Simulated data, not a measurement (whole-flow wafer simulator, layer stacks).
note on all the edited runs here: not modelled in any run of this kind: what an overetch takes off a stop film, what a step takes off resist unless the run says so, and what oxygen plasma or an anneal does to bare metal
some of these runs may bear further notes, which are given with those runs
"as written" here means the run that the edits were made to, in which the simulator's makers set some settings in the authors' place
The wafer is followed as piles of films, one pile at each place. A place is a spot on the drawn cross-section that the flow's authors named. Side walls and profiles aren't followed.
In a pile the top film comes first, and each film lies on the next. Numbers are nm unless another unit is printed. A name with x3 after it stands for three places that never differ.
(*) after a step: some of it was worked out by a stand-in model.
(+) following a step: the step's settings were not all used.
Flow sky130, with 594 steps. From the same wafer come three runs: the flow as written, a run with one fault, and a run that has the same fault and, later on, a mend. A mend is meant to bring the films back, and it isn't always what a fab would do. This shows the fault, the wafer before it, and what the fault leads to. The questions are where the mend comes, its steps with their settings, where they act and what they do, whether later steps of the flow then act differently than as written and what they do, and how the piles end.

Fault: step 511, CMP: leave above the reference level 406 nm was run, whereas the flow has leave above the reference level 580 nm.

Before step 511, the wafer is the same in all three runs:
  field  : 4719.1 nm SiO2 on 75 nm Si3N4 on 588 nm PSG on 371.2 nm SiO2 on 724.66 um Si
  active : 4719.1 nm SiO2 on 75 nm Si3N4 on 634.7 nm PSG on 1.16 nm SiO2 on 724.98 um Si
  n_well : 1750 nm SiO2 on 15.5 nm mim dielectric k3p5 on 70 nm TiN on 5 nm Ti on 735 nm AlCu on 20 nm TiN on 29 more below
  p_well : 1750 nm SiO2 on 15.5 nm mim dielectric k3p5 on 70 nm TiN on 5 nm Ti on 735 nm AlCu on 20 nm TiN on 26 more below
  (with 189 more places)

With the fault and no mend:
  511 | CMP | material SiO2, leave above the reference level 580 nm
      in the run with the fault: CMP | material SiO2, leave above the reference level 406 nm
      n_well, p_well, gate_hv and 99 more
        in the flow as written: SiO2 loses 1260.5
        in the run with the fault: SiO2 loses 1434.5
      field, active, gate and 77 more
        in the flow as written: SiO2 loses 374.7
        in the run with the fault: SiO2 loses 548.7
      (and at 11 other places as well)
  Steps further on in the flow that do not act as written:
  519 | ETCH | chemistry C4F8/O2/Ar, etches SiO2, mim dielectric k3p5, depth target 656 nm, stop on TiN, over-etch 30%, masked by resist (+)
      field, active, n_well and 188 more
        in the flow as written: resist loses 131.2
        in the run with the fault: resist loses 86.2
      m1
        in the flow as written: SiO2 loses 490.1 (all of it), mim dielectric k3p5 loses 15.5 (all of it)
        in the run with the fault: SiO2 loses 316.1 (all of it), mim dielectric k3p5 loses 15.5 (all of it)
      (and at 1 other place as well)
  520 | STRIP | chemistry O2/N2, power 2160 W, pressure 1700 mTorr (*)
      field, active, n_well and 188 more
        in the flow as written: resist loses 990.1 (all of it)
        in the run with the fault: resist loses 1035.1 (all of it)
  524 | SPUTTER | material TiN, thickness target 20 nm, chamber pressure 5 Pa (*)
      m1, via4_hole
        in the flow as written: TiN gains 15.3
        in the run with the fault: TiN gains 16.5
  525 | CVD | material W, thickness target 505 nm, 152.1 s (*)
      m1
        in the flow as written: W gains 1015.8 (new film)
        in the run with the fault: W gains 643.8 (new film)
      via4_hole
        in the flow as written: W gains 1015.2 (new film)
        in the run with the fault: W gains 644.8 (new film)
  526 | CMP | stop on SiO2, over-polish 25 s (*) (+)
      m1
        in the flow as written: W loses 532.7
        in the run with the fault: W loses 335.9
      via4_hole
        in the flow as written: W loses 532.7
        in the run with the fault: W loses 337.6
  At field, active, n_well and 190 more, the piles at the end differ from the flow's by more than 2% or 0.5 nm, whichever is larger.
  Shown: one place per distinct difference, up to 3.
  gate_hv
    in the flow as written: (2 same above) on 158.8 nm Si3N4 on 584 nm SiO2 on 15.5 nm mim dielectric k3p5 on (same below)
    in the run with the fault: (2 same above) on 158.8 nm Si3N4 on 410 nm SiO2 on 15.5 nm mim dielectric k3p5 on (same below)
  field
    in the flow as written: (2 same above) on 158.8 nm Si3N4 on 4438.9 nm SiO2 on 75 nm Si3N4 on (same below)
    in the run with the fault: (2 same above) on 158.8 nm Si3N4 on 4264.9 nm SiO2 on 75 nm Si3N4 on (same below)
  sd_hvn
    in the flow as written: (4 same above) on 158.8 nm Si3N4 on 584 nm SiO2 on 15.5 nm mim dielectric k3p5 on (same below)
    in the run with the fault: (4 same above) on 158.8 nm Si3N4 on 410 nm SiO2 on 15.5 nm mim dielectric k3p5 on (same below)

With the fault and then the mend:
  After step 511 comes the mend.
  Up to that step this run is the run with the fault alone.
  511a | HDPCVD | thickness target 174 nm (*) (the flow's step 510, run once more with other settings)
      field, active, n_well and 190 more
        SiO2 gains 174
  Every later step of the flow that is run acts as written at every place that is followed.
  By the end, the piles equal the flow's at every place that both follow.
